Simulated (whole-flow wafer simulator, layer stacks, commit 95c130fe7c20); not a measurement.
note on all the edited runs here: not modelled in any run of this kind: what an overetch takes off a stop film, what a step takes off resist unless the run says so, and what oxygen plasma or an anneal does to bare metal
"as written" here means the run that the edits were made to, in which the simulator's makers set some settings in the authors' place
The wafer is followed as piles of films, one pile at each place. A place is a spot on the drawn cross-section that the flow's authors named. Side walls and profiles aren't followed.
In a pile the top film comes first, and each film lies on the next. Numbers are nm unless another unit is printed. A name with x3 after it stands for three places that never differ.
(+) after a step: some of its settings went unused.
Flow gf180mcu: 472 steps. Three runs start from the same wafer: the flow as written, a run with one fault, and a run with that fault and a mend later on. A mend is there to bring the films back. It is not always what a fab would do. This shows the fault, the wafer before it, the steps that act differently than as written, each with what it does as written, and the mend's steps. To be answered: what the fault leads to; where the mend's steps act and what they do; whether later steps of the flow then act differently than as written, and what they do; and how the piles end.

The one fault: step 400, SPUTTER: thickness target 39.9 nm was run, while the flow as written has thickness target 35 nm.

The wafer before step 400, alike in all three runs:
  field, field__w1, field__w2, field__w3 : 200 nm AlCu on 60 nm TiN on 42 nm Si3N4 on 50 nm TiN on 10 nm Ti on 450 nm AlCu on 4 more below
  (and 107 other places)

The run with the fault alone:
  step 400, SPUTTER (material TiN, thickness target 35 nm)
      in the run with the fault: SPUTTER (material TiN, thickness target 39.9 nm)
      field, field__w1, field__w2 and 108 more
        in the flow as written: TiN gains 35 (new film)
        in the run with the fault: TiN gains 39.9 (new film)
  Later steps of the flow acting differently than as written (not shown: 9 more steps that differ only slightly, by at most 2% or 0.5 nm, whichever is larger):
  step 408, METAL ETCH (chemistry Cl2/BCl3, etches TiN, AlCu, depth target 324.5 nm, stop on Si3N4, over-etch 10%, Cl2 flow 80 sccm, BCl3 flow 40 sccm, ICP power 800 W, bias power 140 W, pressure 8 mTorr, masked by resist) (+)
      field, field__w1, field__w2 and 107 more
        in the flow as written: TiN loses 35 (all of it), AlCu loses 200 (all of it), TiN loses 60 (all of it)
        in the run with the fault: TiN loses 39.9 (all of it), AlCu loses 200 (all of it), TiN loses 60 (all of it)
  The piles end different from the flow's at mim by more than 2% or 0.5 nm, whichever is larger.
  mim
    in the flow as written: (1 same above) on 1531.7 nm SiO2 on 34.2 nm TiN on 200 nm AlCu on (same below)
    in the run with the fault: (1 same above) on 1531.7 nm SiO2 on 39.1 nm TiN on 200 nm AlCu on (same below)

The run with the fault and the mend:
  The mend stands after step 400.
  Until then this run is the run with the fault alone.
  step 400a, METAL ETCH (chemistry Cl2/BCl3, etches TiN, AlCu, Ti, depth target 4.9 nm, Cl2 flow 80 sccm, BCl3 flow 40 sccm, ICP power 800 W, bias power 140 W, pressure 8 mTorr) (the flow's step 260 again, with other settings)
      field, field__w1, field__w2 and 108 more
        TiN loses 4.9
  Later steps of the flow that are run all act as written at every place that is followed.
  By the end, the piles equal the flow's at every place that both follow.
